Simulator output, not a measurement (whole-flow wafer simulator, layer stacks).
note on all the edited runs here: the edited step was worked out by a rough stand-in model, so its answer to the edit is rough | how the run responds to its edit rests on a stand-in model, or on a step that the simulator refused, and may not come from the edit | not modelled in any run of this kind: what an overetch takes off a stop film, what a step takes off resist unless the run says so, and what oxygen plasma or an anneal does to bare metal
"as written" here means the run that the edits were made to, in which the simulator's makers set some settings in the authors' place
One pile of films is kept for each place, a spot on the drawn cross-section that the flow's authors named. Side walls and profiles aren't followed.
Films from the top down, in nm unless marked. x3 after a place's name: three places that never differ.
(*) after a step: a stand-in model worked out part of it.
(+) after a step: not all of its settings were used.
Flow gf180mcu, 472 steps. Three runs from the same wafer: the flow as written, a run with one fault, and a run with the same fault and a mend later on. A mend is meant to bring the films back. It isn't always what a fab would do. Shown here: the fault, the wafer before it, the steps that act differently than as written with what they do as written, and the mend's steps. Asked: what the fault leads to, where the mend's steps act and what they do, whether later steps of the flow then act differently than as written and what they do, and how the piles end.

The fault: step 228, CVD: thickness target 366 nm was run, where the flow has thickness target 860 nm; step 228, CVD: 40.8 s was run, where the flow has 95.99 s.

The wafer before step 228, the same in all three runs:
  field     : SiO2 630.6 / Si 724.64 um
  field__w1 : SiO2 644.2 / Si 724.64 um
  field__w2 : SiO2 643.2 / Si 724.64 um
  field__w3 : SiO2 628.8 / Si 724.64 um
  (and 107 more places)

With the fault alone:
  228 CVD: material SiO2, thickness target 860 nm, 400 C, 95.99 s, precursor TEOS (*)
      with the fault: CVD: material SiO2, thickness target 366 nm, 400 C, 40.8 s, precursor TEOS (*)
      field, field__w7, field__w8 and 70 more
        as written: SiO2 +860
        with the fault: SiO2 +375.8
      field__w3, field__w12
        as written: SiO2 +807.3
        with the fault: SiO2 +356.4
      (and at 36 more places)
  Later steps of the flow that act differently than as written:
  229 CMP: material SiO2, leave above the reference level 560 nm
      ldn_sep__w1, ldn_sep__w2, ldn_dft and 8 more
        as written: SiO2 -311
        with the fault: nothing
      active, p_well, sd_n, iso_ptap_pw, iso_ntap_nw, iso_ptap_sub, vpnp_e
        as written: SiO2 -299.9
        with the fault: nothing
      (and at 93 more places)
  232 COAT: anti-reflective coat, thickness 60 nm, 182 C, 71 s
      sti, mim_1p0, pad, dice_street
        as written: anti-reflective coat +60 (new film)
        with the fault: anti-reflective coat +64.8 (new film)
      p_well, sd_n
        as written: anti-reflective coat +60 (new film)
        with the fault: anti-reflective coat +61.7 (new film)
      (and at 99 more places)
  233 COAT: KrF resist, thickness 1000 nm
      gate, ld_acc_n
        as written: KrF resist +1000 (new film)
        with the fault: KrF resist +915.7 (new film)
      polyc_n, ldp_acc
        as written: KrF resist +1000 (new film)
        with the fault: KrF resist +896.6 (new film)
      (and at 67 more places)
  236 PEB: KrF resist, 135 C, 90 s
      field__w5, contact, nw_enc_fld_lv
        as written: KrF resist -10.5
        with the fault: KrF resist -11.5
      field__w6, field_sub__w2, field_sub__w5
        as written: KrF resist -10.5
        with the fault: KrF resist -11.6
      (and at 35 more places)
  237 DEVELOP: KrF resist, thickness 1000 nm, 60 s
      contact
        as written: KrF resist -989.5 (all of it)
        with the fault: KrF resist -1044.3 (all of it)
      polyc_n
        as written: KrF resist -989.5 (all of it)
        with the fault: KrF resist -887.6 (all of it)
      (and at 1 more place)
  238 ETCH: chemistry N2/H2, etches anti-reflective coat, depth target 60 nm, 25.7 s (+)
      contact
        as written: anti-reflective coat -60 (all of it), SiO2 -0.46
        with the fault: anti-reflective coat -45.9 (all of it), SiO2 -0.82
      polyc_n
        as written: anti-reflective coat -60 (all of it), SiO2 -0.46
        with the fault: anti-reflective coat -29.1 (all of it), SiO2 -1.25
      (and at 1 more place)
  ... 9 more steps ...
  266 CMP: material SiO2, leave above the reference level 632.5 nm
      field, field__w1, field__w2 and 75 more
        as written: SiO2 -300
        with the fault: SiO2 -287.7
  At the end the piles differ from the flow's by more than 2% or 0.5 nm, whichever is larger, at field, field__w1, field__w2 and 81 more.
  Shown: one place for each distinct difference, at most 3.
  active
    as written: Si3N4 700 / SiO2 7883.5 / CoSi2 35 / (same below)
    with the fault: Si3N4 700 / SiO2 7042.5 / W 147 / TiN 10 / Ti 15 / SiO2 672.3 / CoSi2 35 / (same below)
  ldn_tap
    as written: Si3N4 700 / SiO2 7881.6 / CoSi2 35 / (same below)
    with the fault: Si3N4 700 / SiO2 7042.5 / W 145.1 / TiN 10 / Ti 15 / SiO2 672.3 / CoSi2 35 / (same below)
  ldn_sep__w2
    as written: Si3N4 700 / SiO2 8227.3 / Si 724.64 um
    with the fault: Si3N4 700 / SiO2 7042.5 / W 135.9 / TiN 10 / Ti 15 / SiO2 1027.1 / Si 724.64 um

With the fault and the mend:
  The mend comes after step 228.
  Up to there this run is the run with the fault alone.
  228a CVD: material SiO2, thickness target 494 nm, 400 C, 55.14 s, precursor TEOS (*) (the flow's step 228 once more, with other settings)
      field, field__w7, field__w8 and 72 more
        SiO2 +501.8
      field__w1, contact, active_hv
        SiO2 +492.3
      field_sub, field_sub__w2, sd_p
        SiO2 +487.9
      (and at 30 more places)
  Later steps of the flow that act differently than as written:
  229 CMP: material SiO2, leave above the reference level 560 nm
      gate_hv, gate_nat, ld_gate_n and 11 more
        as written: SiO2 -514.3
        with the mend: SiO2 -531.9
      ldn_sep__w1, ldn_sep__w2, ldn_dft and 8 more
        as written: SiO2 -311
        with the mend: SiO2 -328.6
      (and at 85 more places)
  At the end the piles are the same as the flow's at every place that both follow.
